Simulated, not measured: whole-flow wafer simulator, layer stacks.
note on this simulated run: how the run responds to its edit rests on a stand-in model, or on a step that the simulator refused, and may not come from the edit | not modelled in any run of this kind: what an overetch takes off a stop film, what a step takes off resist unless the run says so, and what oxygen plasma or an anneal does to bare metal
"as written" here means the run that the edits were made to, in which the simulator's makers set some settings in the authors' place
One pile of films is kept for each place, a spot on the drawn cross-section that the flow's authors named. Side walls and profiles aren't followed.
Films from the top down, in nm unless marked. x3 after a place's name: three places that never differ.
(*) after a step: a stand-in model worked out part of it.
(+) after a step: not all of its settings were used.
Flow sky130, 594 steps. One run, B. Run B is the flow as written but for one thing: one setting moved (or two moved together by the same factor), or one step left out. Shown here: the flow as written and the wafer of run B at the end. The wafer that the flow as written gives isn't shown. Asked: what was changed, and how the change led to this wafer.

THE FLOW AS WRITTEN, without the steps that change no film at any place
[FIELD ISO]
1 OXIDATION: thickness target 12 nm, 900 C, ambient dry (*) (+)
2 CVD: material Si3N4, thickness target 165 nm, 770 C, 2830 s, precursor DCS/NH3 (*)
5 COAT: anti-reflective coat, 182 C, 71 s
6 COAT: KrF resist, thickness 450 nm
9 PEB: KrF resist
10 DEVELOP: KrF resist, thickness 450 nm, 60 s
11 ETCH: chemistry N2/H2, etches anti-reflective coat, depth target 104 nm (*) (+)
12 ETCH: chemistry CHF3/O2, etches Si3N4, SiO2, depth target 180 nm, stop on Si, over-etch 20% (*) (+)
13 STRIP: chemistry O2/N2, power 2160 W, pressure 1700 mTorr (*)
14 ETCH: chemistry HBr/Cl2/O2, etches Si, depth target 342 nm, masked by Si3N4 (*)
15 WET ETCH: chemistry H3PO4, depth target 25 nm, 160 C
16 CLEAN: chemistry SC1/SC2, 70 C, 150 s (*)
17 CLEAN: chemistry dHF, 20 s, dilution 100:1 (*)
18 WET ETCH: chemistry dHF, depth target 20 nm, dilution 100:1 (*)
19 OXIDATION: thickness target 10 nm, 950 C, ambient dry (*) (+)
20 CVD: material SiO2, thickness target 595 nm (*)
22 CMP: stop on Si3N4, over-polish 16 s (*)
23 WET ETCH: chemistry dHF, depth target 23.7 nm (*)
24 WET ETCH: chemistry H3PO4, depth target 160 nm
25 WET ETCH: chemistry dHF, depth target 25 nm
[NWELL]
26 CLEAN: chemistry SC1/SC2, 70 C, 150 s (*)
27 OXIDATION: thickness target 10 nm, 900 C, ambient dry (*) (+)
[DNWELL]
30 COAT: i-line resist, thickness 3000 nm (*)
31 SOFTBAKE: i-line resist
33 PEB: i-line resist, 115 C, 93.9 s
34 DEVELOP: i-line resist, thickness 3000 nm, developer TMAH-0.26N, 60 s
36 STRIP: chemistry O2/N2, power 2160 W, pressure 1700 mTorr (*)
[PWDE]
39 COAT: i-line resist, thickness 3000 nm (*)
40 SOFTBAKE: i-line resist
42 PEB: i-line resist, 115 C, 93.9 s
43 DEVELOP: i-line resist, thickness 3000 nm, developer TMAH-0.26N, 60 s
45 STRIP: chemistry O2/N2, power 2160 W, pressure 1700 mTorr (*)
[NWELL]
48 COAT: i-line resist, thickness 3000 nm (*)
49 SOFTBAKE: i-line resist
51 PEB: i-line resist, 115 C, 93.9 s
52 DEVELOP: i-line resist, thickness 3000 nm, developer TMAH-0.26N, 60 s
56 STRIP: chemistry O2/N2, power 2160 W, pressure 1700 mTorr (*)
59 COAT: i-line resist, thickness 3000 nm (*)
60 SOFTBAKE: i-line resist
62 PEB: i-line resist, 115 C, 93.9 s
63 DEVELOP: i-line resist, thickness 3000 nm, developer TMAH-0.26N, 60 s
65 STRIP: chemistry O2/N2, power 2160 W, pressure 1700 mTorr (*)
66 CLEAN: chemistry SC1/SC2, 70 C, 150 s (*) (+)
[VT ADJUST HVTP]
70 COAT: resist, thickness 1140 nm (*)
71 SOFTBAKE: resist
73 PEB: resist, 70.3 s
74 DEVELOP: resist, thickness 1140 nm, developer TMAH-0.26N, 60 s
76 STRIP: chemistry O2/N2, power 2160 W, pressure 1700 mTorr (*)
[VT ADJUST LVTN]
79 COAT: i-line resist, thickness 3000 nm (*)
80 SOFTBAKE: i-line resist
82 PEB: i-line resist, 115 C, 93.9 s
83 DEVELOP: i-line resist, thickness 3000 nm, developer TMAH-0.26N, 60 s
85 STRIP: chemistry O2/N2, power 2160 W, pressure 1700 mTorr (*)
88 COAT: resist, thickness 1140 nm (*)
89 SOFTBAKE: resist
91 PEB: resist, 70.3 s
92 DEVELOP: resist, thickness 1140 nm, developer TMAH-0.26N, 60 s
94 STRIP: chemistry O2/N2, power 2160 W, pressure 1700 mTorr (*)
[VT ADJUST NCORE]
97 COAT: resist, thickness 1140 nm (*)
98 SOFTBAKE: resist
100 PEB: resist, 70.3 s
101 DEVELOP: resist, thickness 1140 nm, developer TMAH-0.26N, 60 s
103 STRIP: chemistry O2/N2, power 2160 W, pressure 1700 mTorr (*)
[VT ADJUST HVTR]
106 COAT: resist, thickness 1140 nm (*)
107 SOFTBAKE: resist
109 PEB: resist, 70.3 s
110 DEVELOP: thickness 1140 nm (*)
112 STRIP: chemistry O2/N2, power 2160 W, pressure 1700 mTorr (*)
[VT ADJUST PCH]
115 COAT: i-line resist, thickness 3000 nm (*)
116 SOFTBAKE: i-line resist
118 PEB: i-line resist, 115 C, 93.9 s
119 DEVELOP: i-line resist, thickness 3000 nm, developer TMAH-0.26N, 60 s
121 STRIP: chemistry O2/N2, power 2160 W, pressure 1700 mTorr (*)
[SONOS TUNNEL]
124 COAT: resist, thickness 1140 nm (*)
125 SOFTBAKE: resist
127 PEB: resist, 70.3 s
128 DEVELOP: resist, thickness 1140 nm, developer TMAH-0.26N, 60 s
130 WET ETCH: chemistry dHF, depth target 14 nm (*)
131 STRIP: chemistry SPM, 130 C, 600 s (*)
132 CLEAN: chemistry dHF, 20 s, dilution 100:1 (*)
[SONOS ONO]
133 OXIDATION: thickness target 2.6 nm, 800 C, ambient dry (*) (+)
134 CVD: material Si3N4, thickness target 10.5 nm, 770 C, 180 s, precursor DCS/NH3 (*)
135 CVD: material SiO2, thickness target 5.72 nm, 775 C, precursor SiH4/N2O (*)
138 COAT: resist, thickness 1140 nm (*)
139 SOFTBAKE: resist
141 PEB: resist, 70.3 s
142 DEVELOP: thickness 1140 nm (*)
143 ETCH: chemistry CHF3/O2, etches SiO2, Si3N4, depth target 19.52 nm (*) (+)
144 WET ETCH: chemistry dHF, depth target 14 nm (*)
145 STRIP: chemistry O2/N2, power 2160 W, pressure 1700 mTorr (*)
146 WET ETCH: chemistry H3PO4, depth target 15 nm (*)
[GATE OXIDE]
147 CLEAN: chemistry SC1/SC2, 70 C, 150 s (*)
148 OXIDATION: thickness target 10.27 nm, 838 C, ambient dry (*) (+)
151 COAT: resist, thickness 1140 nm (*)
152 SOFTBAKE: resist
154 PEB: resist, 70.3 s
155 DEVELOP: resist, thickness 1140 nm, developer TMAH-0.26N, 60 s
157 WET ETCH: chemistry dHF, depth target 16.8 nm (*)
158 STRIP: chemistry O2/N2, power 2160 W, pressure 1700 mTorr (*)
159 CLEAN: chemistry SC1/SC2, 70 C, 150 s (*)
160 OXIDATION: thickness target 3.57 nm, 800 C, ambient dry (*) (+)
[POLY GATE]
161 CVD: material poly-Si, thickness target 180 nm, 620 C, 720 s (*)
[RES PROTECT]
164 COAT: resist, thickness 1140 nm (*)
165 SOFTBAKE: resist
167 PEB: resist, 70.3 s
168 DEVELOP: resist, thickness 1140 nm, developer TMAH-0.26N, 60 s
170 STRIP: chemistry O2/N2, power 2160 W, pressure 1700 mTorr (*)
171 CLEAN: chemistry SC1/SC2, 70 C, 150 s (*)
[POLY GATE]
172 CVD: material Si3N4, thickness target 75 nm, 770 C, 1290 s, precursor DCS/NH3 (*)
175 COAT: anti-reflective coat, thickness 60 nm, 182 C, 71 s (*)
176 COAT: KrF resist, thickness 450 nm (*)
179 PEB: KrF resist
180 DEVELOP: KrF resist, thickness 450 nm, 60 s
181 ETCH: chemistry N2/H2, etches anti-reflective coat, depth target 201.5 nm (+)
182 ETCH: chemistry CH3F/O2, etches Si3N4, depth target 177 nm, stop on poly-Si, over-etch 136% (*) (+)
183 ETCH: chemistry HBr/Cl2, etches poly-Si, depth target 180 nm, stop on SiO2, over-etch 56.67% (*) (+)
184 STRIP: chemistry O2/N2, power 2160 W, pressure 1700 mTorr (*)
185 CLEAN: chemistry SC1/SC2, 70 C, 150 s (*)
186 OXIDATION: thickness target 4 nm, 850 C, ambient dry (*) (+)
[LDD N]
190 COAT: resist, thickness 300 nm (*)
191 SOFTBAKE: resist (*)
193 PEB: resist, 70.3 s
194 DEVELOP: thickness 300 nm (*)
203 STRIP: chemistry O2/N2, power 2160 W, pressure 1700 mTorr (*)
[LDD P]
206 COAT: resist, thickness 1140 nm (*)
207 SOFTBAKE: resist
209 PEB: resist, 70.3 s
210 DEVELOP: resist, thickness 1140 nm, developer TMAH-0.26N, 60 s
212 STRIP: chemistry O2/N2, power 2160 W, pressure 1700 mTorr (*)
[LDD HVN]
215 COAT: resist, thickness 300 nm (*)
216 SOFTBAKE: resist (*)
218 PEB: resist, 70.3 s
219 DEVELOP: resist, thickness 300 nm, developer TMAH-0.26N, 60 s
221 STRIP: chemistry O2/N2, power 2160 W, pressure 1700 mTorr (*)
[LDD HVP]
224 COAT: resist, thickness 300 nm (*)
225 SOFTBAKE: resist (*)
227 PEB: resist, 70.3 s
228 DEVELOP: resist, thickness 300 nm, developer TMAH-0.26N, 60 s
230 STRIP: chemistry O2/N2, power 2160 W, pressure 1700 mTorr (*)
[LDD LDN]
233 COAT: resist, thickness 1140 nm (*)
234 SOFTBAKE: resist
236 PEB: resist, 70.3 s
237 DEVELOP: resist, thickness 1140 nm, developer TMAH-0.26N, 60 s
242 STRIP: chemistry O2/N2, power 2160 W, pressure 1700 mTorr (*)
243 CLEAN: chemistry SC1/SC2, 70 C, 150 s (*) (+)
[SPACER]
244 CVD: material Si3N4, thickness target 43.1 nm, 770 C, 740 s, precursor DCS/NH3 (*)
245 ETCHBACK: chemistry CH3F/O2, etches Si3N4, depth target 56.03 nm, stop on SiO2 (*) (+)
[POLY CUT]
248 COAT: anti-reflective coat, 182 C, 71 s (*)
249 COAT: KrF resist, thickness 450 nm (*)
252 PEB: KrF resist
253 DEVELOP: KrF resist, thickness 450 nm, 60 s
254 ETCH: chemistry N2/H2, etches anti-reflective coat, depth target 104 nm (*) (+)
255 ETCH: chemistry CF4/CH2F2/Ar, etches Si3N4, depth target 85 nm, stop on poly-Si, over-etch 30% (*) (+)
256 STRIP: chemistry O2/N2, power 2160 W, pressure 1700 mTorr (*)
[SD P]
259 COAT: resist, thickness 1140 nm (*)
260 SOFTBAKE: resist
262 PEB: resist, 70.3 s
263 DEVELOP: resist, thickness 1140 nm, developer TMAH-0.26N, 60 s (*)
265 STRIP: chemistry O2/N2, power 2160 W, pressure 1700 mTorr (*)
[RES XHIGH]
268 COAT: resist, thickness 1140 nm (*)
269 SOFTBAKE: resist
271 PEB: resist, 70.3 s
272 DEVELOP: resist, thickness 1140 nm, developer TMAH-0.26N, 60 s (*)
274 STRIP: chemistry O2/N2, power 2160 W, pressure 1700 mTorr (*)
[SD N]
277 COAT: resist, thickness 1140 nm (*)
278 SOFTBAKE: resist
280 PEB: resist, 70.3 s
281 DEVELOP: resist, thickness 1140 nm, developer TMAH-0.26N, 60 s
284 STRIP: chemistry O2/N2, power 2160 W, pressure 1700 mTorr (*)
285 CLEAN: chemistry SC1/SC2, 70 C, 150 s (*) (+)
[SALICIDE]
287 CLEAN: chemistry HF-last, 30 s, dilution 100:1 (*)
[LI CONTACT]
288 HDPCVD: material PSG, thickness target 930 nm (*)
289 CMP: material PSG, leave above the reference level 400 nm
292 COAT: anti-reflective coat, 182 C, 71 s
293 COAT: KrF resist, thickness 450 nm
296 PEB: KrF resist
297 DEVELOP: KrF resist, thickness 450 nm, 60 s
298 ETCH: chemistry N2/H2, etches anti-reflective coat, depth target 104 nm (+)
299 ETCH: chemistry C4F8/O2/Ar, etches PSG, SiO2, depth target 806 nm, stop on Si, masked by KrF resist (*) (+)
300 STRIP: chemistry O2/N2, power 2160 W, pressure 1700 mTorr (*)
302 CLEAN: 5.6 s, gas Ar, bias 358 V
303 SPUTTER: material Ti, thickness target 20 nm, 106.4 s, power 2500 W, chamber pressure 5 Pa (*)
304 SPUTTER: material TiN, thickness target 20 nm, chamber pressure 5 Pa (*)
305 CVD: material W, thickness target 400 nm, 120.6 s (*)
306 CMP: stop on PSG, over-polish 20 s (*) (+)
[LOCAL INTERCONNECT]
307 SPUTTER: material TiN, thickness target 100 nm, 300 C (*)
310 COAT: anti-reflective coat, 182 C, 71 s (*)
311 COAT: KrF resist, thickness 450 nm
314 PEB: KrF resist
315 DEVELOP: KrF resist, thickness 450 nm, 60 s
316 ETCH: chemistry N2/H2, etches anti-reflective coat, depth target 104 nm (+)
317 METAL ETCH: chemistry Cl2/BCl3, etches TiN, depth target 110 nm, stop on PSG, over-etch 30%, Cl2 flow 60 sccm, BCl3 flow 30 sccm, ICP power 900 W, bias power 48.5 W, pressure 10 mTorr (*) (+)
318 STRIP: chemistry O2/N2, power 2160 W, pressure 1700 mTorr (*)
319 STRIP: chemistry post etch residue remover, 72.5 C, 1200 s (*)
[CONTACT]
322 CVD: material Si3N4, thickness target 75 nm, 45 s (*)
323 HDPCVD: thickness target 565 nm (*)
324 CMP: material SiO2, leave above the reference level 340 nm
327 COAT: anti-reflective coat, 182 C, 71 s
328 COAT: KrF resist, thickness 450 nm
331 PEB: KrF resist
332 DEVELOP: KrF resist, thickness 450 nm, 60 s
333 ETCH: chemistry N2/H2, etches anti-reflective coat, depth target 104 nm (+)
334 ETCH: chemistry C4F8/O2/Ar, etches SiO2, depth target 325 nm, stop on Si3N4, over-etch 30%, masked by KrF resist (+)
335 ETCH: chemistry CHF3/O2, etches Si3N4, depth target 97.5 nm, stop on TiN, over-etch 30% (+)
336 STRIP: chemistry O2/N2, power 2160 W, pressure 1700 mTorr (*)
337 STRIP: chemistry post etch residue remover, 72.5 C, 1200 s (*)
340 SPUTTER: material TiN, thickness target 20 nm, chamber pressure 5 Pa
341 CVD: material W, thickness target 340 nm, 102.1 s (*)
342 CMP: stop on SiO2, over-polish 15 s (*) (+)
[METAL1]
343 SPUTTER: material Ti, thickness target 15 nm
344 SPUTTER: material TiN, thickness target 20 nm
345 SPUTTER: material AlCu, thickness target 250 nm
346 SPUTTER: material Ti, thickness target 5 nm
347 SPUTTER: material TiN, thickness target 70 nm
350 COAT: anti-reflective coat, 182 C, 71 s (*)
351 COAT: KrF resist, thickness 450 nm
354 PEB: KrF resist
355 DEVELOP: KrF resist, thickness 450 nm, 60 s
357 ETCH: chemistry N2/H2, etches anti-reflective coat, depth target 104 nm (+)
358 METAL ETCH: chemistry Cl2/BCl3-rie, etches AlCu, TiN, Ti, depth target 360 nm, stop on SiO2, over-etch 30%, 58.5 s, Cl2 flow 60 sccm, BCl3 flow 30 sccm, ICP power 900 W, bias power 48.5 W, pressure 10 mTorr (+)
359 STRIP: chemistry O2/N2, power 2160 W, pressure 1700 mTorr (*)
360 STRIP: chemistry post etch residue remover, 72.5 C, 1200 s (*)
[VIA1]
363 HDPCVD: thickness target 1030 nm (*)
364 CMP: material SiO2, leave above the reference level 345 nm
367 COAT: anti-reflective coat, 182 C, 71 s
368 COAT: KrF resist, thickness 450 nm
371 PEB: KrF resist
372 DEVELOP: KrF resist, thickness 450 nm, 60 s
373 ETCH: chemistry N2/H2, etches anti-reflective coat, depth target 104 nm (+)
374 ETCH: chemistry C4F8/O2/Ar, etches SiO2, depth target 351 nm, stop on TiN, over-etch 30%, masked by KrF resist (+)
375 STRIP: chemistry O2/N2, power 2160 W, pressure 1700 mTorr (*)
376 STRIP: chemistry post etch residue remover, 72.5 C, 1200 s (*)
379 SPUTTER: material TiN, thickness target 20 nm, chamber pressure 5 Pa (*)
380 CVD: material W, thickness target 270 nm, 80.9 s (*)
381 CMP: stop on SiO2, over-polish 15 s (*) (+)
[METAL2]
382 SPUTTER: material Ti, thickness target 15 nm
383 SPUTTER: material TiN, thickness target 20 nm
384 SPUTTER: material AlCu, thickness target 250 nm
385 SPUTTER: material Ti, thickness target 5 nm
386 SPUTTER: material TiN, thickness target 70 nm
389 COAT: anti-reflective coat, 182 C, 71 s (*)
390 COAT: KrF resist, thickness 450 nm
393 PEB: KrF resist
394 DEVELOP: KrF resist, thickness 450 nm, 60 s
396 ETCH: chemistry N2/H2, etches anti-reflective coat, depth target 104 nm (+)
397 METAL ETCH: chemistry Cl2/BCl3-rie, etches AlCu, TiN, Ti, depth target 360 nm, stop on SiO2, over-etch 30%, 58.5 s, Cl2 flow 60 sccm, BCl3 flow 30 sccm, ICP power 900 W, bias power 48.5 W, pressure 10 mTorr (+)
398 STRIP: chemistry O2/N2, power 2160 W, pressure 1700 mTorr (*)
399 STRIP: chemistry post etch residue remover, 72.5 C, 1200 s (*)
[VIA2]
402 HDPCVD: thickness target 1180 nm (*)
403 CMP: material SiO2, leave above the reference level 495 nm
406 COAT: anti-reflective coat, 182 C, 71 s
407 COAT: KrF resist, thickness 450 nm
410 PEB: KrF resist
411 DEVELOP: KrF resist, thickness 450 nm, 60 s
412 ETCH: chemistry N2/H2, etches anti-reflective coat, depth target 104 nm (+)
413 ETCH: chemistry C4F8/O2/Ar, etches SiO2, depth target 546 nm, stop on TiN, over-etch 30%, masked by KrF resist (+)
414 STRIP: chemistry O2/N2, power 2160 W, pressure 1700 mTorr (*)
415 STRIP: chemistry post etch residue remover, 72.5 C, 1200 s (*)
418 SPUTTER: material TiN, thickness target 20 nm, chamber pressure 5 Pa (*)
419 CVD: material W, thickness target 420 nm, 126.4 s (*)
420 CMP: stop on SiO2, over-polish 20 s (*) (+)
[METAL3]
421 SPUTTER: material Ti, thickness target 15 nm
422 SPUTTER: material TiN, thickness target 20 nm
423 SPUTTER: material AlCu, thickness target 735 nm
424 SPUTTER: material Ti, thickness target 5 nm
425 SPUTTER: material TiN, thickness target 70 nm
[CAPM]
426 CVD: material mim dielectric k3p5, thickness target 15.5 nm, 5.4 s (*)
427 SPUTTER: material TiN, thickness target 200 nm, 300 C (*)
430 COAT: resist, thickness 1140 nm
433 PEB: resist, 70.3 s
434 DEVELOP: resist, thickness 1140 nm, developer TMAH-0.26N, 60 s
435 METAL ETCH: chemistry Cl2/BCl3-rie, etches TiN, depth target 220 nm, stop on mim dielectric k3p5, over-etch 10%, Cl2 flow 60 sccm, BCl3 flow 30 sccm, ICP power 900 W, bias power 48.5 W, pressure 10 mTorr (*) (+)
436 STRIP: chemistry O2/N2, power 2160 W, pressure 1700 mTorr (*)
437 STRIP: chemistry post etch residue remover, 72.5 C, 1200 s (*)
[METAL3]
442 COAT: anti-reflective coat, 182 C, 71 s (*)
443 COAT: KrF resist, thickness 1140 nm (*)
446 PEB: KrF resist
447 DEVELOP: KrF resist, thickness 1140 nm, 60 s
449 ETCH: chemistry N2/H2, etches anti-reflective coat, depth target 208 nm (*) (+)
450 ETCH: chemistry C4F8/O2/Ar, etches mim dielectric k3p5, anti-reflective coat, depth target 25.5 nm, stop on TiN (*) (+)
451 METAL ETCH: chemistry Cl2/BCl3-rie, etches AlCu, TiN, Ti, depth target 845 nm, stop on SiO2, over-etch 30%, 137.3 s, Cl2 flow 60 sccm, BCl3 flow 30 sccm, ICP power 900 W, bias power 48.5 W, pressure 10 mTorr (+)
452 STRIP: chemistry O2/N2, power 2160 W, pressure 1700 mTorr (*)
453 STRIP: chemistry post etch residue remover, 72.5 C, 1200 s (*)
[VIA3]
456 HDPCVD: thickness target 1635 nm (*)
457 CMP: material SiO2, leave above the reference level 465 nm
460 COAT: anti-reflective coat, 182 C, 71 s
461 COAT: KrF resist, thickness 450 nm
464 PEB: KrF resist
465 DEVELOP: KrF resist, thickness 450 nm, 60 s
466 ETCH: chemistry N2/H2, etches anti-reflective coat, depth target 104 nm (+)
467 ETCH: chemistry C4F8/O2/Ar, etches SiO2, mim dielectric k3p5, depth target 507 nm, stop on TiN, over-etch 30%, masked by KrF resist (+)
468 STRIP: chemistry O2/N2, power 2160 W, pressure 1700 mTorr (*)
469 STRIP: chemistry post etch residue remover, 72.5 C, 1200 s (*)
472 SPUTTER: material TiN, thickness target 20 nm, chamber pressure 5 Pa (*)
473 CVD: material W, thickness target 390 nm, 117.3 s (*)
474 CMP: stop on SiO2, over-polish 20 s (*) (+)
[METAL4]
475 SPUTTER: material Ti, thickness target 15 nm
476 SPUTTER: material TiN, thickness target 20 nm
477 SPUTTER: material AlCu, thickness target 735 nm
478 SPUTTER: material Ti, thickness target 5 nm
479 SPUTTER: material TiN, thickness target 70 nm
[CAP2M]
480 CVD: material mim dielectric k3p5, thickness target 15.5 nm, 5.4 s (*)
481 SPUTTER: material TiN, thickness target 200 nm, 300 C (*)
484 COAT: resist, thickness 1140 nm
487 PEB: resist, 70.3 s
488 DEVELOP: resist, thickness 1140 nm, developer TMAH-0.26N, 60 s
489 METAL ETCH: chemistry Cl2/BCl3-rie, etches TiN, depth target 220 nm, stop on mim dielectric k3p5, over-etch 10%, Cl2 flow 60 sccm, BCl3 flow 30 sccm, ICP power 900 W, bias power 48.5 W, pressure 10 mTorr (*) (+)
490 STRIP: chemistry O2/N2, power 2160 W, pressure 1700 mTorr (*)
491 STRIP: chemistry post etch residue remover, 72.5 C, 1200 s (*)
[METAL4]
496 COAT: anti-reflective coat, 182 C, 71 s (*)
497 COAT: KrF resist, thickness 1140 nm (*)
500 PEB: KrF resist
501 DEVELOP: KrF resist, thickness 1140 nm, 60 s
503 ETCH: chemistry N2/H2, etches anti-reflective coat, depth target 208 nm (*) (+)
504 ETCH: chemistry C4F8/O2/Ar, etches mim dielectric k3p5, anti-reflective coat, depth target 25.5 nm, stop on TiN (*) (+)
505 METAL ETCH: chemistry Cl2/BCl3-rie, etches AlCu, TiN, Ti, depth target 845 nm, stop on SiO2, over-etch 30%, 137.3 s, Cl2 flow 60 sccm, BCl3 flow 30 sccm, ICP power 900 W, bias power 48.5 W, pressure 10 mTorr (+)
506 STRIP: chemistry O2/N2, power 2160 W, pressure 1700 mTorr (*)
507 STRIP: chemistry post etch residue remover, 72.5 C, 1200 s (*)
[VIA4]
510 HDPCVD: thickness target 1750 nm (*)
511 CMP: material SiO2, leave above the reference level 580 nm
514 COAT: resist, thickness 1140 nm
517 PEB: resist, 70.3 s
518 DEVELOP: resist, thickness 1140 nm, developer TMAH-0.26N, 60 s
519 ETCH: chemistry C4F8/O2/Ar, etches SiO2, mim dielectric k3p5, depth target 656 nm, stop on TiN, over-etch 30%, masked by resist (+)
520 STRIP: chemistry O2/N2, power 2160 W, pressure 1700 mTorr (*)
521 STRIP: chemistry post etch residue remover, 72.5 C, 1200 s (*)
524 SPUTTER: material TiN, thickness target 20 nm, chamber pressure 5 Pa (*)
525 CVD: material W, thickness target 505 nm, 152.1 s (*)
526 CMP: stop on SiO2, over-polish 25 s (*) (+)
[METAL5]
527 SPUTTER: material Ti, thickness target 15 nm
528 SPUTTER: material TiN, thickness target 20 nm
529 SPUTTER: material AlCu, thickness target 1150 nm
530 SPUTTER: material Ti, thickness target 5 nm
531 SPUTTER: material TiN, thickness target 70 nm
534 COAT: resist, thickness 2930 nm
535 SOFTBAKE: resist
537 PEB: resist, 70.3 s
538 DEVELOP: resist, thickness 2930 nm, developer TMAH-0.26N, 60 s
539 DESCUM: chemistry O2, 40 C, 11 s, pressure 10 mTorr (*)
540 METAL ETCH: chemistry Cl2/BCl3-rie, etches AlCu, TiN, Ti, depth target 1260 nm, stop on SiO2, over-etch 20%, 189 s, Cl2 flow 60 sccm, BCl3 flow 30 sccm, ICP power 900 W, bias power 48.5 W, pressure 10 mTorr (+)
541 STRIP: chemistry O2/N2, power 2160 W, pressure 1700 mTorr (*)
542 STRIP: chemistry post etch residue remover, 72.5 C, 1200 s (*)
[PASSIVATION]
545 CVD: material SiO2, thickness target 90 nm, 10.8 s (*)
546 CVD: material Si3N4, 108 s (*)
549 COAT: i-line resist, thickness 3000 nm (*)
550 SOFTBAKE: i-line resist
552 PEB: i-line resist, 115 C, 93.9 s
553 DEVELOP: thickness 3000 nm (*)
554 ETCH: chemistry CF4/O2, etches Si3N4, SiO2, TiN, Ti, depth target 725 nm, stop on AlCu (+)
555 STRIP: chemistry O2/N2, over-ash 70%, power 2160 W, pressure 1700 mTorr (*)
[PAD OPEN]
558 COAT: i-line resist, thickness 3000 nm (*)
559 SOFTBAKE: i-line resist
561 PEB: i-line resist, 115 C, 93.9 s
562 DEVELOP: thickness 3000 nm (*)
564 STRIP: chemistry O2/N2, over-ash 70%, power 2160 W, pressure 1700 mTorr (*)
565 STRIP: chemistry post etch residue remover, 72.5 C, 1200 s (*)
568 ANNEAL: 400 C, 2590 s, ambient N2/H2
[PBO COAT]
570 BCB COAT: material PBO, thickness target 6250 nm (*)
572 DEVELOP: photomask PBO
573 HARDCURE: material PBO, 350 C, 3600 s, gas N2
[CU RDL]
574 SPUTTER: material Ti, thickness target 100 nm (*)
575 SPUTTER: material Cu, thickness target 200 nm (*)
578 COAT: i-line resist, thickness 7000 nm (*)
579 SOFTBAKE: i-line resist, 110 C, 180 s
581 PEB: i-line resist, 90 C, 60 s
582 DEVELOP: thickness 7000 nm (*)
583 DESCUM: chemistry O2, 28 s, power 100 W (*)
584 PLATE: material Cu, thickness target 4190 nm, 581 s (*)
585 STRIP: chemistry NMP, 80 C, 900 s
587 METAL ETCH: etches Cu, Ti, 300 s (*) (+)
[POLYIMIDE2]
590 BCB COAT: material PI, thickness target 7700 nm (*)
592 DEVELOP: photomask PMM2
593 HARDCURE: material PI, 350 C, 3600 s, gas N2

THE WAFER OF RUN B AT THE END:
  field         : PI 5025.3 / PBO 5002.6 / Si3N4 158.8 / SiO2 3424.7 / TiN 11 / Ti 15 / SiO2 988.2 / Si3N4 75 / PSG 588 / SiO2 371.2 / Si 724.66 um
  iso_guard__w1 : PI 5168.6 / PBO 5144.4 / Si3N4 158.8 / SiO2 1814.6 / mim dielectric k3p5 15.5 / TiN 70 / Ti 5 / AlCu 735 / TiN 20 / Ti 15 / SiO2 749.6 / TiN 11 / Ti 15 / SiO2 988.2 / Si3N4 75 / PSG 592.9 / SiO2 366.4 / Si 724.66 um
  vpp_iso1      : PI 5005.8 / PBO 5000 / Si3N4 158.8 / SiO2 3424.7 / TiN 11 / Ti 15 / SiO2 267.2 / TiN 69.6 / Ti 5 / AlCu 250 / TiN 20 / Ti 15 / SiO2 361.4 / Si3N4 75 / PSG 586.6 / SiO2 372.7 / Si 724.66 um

The cause: step 397, METAL ETCH: depth target 255.6 nm was run, where the flow has depth target 360 nm; step 397, METAL ETCH: 41.5 s was run, where the flow has 58.5 s.

How the change led to this, step by step:
  397 METAL ETCH: chemistry Cl2/BCl3-rie, etches AlCu, TiN, Ti, depth target 360 nm, stop on SiO2, over-etch 30%, 58.5 s, Cl2 flow 60 sccm, BCl3 flow 30 sccm, ICP power 900 W, bias power 48.5 W, pressure 10 mTorr (+)
      iso_guard, vpp_sp, vpp_guard and 75 more: TiN -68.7 (all of it), Ti -5 (all of it), AlCu -250 (all of it), TiN -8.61 (as written it would be: TiN -68.7 (all of it), Ti -5 (all of it), AlCu -250 (all of it), TiN -20 (all of it), Ti -15 (all of it), SiO2 -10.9)
      field, active, gate, spacer, sonos_cell, sonos_guard, sonos_guard_hv: TiN -68.7 (all of it), Ti -5 (all of it), AlCu -250 (all of it), TiN -8.62 (as written it would be: TiN -68.7 (all of it), Ti -5 (all of it), AlCu -250 (all of it), TiN -20 (all of it), Ti -15 (all of it), SiO2 -10.9)
      (and at 106 more places)
  398 STRIP: chemistry O2/N2, power 2160 W, pressure 1700 mTorr (*)
      gate_hv, mim, dice_street and 96 more: KrF resist -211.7 (all of it), anti-reflective coat -80 (all of it) (as written it would be: KrF resist -143.8 (all of it), anti-reflective coat -80 (all of it))
      n_well, p_well, sd_n, sd_p, pad: KrF resist -211.6 (all of it), anti-reflective coat -80 (all of it) (as written it would be: KrF resist -143.8 (all of it), anti-reflective coat -80 (all of it))
      (and at 2 more places)
  402 HDPCVD: thickness target 1180 nm (*)
      field, active, gate and 82 more: SiO2 +1180 (new film) (as written it would be: SiO2 +1180)
  403 CMP: material SiO2, leave above the reference level 495 nm
      field, active, gate and 82 more: SiO2 -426 (as written it would be: SiO2 -389.1)
Counting metal films that touch as one body, field has 1 body; the flow as written gives 0 bodies.
Counting metal films that touch as one body, iso_guard__w1 has 2 bodies (between them, from the top down: SiO2 749.6); the flow as written gives 1 body.
Counting metal films that touch as one body, vpp_iso1 has 2 bodies (between them, from the top down: SiO2 267.2); the flow as written gives 1 body.
